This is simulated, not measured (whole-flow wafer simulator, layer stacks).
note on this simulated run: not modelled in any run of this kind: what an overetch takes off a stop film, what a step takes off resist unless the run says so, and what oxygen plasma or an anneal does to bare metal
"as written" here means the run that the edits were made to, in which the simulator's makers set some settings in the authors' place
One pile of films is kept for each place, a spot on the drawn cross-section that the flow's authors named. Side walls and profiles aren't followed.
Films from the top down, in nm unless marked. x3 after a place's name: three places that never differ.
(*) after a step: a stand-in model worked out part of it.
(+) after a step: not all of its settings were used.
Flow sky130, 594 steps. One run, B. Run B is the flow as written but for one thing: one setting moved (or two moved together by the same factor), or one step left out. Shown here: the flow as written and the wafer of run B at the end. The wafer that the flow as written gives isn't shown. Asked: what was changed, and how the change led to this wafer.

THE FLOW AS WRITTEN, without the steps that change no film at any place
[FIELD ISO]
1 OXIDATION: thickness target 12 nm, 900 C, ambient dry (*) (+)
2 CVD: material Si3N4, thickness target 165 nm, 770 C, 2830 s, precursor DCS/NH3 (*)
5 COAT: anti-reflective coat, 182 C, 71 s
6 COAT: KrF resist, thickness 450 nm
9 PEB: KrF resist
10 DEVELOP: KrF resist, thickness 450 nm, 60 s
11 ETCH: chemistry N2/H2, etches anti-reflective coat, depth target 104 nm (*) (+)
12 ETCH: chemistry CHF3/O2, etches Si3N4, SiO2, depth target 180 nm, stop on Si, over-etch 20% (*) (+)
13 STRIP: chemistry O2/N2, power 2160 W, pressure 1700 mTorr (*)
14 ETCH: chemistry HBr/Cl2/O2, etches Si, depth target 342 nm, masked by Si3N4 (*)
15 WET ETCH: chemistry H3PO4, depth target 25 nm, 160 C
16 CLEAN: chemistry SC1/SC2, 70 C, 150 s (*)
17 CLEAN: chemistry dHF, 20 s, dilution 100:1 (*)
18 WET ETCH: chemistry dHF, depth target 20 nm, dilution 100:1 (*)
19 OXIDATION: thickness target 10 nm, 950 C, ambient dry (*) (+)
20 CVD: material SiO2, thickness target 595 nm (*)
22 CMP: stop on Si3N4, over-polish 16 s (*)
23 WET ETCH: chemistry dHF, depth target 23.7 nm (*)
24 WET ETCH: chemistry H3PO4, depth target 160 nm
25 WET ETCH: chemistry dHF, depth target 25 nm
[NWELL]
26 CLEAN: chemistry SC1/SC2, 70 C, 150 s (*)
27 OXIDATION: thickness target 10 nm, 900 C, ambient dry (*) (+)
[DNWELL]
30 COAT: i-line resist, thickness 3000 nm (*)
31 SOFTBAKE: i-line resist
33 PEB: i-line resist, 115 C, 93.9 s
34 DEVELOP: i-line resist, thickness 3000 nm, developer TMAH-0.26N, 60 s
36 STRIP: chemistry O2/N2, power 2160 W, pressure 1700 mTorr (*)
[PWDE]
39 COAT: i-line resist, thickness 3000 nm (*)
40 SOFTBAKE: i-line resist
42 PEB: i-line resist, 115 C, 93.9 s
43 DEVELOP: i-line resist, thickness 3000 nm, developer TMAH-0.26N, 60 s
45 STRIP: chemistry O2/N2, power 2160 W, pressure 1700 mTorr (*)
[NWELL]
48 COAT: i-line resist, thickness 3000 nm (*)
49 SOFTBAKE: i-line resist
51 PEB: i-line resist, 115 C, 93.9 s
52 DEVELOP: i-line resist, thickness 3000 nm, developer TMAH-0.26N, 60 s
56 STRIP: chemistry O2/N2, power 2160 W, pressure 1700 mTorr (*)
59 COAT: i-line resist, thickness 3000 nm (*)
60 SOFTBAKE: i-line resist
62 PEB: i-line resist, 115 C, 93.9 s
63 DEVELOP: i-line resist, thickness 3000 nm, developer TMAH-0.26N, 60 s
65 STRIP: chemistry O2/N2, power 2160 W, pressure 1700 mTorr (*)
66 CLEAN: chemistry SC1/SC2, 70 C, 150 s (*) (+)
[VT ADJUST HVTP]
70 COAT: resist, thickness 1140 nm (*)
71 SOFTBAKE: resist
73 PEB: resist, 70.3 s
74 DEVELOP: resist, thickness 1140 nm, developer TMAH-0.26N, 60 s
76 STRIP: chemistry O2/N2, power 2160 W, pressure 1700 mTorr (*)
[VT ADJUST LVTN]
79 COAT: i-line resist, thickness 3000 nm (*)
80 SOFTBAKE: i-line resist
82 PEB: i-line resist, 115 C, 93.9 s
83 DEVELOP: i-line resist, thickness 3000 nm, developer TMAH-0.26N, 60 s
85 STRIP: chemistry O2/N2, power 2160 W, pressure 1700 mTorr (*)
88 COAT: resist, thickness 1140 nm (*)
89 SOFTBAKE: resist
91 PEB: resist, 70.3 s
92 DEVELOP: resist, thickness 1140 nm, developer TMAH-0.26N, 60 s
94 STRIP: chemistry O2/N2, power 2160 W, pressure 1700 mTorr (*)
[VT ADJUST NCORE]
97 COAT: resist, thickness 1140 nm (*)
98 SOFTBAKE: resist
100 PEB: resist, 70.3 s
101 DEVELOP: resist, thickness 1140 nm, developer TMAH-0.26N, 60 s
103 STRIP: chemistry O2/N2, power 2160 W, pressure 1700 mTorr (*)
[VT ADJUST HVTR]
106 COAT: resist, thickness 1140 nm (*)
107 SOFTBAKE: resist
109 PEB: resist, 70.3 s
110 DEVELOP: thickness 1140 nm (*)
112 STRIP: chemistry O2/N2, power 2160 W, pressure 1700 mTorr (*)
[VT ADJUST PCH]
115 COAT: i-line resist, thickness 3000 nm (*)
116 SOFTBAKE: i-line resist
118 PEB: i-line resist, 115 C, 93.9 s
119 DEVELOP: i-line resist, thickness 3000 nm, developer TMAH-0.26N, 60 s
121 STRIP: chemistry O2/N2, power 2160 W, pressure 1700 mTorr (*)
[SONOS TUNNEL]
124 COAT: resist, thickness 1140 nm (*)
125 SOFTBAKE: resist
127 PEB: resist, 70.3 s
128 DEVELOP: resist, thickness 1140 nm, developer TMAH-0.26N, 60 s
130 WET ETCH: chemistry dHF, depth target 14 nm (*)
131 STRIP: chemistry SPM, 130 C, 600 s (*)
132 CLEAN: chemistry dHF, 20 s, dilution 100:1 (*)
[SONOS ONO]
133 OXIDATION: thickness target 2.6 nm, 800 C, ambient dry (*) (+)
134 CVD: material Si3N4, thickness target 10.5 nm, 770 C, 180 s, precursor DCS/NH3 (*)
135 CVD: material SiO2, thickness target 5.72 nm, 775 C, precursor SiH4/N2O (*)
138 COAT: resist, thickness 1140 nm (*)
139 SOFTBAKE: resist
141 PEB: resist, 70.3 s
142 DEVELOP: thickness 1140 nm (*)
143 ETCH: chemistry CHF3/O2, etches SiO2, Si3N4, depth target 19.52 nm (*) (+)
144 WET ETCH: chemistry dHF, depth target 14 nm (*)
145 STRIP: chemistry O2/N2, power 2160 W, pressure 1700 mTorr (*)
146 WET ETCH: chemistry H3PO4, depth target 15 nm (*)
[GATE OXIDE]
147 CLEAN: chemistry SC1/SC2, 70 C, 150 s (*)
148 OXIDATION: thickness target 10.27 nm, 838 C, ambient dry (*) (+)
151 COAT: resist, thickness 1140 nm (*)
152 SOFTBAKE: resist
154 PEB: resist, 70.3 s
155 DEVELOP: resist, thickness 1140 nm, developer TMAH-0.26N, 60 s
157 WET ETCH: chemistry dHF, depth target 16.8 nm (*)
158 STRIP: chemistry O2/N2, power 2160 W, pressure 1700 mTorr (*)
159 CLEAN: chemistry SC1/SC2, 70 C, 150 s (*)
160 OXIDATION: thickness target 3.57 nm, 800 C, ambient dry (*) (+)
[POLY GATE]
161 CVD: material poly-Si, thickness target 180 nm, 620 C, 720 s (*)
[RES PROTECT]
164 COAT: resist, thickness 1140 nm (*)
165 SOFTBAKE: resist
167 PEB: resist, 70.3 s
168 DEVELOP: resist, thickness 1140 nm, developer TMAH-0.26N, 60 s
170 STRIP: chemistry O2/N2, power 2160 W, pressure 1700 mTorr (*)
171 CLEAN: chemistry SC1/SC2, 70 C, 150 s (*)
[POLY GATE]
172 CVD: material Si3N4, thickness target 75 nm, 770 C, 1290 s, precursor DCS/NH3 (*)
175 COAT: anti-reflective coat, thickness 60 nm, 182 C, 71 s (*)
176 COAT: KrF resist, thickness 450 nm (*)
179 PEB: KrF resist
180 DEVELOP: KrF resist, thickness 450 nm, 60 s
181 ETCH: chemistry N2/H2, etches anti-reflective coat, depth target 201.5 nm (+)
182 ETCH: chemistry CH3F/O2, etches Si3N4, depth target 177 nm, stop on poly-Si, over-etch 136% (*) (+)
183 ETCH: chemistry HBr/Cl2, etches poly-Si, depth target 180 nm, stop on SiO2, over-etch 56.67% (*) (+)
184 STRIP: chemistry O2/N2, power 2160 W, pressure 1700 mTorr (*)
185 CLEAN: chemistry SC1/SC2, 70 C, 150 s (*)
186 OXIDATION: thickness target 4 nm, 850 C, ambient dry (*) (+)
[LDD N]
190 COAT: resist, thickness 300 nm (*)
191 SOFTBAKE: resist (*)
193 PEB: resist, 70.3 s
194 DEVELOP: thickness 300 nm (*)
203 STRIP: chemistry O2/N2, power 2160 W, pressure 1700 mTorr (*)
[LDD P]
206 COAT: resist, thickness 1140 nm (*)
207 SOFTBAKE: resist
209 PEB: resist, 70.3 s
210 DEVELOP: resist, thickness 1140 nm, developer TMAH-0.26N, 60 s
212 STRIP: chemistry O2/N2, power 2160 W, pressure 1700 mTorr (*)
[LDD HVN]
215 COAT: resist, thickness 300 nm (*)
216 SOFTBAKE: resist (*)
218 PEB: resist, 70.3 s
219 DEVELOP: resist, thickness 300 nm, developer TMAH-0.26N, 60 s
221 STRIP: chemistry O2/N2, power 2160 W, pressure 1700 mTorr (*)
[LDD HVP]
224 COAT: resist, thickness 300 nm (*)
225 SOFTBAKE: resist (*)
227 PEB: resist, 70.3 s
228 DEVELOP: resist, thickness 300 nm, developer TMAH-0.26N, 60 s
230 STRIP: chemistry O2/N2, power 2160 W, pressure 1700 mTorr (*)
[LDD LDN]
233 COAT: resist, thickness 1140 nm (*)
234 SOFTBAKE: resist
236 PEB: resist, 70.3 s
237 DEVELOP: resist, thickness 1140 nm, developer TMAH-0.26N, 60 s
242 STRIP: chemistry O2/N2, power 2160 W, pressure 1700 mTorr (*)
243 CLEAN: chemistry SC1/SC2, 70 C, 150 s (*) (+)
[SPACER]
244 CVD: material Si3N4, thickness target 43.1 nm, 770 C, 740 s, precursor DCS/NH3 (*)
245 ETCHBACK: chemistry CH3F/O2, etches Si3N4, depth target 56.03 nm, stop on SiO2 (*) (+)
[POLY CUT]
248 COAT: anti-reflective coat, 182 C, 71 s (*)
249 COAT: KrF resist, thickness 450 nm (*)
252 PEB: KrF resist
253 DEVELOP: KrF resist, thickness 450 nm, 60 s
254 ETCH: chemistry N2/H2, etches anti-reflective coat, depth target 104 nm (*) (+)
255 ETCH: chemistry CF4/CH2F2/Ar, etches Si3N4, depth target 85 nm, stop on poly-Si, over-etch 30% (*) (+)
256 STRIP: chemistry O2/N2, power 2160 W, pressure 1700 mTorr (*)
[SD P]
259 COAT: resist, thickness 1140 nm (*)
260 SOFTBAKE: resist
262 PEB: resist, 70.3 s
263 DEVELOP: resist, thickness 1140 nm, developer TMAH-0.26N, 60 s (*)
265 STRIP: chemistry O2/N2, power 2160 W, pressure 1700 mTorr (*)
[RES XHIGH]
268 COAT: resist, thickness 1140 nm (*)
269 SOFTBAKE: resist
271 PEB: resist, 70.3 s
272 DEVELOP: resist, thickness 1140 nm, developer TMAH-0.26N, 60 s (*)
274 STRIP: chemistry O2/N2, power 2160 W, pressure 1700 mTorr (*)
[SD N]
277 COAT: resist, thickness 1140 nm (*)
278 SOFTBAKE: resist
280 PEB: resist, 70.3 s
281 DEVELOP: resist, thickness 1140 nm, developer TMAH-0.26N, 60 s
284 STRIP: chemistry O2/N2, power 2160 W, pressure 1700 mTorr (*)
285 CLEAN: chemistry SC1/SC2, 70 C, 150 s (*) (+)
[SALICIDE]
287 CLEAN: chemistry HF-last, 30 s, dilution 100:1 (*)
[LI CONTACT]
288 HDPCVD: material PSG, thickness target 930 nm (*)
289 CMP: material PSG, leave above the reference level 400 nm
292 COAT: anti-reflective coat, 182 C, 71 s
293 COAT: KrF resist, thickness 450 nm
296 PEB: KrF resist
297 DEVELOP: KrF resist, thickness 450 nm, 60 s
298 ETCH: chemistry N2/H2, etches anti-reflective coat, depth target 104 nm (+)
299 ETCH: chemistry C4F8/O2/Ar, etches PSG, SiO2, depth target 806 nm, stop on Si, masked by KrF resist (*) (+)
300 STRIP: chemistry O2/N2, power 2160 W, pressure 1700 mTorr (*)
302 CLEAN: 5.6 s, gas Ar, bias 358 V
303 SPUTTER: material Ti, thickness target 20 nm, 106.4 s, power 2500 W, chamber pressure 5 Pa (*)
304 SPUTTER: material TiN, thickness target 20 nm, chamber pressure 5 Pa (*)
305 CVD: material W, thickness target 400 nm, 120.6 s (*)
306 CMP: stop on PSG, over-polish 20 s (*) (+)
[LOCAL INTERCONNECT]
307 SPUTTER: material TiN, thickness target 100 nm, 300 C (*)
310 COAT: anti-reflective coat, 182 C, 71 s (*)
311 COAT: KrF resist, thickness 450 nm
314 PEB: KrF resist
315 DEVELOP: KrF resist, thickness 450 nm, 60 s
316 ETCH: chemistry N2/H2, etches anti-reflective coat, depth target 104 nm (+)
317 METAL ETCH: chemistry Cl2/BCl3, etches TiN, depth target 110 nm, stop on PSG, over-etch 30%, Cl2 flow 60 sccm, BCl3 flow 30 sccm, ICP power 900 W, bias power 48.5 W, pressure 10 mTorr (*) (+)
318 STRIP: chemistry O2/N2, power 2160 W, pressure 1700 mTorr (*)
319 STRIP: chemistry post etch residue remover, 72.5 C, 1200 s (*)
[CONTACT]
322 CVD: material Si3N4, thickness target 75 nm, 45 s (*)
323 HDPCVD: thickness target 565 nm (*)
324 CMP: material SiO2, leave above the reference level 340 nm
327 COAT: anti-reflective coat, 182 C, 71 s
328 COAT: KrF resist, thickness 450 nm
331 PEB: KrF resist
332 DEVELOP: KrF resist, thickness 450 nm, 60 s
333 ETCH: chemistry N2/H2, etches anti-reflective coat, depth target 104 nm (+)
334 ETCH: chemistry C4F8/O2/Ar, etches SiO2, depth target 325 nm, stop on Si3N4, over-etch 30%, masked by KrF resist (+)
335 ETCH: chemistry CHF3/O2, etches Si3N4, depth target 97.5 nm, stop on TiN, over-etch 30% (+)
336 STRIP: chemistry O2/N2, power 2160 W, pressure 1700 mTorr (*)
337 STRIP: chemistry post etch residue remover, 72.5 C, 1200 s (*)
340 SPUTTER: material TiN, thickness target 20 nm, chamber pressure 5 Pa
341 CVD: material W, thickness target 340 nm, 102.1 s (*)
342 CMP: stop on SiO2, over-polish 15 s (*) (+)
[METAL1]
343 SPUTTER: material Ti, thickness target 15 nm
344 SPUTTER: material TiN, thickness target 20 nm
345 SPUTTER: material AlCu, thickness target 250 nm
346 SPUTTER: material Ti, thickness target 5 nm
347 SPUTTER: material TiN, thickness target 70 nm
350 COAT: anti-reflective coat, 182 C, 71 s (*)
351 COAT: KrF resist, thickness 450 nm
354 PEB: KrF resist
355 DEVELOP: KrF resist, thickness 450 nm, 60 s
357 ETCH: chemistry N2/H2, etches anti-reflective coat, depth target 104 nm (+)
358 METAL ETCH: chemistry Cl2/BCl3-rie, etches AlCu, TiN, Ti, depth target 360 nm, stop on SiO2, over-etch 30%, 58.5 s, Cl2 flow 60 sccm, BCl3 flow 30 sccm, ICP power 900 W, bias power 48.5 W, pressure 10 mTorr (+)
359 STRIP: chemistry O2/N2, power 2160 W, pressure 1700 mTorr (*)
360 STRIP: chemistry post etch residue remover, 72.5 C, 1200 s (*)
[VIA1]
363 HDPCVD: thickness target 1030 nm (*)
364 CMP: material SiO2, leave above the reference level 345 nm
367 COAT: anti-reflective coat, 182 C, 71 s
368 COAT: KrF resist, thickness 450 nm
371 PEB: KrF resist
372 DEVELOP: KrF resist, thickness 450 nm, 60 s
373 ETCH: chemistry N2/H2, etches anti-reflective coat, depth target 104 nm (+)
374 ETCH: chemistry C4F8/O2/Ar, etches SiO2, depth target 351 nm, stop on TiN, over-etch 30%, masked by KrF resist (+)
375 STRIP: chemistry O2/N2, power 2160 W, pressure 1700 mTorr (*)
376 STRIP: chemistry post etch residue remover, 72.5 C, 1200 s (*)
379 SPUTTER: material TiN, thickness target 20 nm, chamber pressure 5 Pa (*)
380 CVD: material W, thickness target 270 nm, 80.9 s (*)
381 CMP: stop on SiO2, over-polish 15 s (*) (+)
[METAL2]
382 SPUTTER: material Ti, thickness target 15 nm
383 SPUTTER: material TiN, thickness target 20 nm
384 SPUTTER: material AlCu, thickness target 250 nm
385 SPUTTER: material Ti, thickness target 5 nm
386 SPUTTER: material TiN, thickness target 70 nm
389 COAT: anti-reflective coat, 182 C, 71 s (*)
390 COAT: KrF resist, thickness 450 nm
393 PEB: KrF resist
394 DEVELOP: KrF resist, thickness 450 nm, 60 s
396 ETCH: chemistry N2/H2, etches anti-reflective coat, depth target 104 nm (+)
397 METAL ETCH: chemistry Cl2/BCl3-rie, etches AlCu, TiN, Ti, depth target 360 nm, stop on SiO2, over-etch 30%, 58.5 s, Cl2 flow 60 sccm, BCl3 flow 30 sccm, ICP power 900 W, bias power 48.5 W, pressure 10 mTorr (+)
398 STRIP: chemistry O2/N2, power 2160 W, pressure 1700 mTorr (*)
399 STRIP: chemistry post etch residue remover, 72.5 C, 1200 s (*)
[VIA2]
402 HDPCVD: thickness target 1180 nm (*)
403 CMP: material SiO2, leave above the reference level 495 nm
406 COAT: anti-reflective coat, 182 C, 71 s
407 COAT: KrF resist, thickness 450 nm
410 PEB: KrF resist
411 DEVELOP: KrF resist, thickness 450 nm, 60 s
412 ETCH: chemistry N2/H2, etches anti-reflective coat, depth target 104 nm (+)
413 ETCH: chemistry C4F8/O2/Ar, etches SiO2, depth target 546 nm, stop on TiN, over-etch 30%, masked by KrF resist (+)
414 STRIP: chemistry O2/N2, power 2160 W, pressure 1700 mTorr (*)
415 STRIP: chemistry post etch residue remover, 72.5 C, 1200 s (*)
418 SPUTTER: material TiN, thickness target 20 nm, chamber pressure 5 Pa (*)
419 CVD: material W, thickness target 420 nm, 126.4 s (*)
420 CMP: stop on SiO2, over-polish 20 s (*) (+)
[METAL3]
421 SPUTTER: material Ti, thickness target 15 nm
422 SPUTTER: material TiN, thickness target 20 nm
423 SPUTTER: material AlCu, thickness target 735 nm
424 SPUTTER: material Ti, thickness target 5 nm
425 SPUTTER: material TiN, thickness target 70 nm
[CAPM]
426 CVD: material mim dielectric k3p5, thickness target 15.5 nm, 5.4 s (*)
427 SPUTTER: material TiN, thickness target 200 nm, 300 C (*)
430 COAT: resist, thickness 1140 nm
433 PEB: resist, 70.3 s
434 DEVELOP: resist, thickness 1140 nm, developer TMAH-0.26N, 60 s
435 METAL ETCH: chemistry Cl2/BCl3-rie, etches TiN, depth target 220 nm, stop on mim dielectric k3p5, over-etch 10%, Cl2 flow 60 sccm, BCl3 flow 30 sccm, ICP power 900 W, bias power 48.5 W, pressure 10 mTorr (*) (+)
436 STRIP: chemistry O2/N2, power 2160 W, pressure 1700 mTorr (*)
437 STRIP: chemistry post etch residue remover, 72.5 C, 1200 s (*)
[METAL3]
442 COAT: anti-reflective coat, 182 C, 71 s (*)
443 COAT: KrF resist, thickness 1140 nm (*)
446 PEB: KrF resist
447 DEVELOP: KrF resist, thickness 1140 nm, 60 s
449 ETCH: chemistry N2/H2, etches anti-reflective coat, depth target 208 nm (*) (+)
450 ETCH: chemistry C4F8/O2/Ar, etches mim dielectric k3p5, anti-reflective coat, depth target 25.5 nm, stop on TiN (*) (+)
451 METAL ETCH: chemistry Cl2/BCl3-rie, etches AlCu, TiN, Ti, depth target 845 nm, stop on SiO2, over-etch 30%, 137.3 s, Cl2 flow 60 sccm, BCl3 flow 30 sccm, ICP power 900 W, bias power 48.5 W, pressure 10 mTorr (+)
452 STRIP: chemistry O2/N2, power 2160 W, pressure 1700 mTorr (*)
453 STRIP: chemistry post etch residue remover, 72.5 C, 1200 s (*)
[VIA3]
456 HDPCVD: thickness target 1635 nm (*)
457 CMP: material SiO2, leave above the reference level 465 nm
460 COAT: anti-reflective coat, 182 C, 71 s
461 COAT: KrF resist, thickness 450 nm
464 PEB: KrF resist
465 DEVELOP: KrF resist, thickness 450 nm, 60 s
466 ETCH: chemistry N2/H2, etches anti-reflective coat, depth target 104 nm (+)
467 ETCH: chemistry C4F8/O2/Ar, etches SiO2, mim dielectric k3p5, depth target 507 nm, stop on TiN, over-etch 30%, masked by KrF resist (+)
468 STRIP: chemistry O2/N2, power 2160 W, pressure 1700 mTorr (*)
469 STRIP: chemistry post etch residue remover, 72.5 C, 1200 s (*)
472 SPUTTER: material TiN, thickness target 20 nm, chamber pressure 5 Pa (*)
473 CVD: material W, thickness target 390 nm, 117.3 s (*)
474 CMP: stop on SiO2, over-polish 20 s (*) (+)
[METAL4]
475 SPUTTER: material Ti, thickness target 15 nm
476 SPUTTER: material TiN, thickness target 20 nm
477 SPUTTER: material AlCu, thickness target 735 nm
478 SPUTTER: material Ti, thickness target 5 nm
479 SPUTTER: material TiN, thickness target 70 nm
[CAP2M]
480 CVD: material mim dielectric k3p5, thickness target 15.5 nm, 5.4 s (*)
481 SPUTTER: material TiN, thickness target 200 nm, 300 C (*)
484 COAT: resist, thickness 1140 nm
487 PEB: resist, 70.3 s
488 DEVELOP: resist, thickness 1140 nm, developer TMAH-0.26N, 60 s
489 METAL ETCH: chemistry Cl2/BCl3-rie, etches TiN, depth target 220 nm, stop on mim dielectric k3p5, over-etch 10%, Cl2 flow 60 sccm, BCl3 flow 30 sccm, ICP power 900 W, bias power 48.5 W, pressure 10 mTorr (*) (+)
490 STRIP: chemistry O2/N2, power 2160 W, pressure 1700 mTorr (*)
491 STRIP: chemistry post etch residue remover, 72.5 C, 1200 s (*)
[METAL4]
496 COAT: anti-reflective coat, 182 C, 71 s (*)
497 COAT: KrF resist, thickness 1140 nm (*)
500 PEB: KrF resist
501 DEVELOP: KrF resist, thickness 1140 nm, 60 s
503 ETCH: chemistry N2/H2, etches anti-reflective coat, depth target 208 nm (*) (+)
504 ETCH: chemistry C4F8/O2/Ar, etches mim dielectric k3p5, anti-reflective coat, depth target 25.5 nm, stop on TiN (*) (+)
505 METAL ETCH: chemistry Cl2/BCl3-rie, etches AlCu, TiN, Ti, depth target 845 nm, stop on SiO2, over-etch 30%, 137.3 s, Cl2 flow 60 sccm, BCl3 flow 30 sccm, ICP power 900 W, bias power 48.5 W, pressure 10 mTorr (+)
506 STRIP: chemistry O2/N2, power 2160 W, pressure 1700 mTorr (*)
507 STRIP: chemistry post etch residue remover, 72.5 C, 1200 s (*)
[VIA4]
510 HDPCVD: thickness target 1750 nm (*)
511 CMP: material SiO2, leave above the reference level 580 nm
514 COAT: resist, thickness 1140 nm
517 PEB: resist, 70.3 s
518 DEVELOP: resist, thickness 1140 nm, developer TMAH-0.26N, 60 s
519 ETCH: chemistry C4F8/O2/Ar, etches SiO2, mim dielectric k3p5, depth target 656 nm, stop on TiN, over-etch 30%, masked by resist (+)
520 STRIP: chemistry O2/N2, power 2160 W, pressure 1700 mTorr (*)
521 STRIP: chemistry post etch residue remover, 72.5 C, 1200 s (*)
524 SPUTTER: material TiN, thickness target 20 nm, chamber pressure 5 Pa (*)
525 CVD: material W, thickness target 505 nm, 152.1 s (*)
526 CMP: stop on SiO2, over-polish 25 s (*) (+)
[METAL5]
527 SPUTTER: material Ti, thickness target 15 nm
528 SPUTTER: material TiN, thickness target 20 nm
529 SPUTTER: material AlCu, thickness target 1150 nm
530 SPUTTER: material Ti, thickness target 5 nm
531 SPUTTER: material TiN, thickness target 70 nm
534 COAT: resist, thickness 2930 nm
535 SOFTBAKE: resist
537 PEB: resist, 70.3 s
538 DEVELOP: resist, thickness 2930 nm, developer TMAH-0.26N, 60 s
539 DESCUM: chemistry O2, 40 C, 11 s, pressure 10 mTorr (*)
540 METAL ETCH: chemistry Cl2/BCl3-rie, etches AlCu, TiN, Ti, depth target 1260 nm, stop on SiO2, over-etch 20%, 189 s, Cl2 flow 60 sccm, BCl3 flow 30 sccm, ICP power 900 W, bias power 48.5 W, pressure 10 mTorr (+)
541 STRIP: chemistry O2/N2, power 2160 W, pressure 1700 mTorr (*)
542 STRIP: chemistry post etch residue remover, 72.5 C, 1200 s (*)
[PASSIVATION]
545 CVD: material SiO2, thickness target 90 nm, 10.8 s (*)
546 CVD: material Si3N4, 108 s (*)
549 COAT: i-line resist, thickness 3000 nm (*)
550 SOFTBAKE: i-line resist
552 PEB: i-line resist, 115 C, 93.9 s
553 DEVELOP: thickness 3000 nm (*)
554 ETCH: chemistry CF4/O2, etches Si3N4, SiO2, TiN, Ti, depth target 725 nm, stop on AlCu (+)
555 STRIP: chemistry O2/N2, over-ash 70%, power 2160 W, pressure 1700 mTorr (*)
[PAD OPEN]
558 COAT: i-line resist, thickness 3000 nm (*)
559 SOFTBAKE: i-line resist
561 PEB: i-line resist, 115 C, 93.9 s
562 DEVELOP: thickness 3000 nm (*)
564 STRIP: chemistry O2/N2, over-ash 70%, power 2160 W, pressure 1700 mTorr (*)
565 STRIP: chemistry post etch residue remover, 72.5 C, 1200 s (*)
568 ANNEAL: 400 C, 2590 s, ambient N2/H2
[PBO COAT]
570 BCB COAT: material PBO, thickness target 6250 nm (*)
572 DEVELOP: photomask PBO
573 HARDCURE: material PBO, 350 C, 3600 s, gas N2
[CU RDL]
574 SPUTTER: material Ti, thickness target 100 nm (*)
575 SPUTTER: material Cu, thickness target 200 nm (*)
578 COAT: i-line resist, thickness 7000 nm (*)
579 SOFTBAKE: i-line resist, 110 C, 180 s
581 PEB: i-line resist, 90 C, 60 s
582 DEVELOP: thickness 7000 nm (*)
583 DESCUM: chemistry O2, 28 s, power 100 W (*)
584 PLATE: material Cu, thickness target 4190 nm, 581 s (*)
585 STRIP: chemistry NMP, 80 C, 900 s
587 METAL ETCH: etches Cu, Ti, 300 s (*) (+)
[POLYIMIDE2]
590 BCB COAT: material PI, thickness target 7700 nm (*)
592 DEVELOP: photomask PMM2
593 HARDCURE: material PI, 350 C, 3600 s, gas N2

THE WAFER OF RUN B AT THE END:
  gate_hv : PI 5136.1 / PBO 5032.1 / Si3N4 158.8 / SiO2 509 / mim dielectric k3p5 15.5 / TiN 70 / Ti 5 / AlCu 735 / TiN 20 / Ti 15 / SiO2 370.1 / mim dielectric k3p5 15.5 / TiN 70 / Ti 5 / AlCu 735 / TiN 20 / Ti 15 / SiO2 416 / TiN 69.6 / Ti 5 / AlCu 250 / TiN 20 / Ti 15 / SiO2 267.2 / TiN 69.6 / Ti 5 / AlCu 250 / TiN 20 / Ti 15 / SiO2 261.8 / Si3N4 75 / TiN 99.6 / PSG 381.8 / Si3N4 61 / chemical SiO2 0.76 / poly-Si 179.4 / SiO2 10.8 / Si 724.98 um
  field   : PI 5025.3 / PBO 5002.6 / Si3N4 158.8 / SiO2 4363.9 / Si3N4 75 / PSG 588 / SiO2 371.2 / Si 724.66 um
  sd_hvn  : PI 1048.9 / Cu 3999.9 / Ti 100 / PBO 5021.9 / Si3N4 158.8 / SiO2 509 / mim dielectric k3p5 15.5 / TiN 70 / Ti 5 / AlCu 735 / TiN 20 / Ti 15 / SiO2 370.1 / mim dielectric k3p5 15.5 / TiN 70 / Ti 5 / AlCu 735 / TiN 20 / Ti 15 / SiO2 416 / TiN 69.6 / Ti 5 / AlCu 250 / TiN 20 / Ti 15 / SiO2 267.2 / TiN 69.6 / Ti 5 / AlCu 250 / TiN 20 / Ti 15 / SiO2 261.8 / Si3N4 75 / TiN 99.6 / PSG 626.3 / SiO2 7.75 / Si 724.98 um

The cause: step 511, CMP: leave above the reference level 505 nm was run, where the flow has leave above the reference level 580 nm.

How the change led to this, step by step:
  511 CMP: material SiO2, leave above the reference level 580 nm
      n_well, p_well, gate_hv and 99 more: SiO2 -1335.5 (as written it would be: SiO2 -1260.5)
      field, active, gate and 77 more: SiO2 -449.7 (as written it would be: SiO2 -374.7)
      (and at 11 more places)
  519 ETCH: chemistry C4F8/O2/Ar, etches SiO2, mim dielectric k3p5, depth target 656 nm, stop on TiN, over-etch 30%, masked by resist (+)
      field, active, n_well and 188 more: resist -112 (as written it would be: resist -131.2)
      m1: SiO2 -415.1 (all of it), mim dielectric k3p5 -15.5 (all of it) (as written it would be: SiO2 -490.1 (all of it), mim dielectric k3p5 -15.5 (all of it))
      (and at 1 more place)
  525 CVD: material W, thickness target 505 nm, 152.1 s (*)
      m1: W +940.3 (new film) (as written it would be: W +1015.8 (new film))
      via4_hole: W +939.6 (new film) (as written it would be: W +1015.2 (new film))
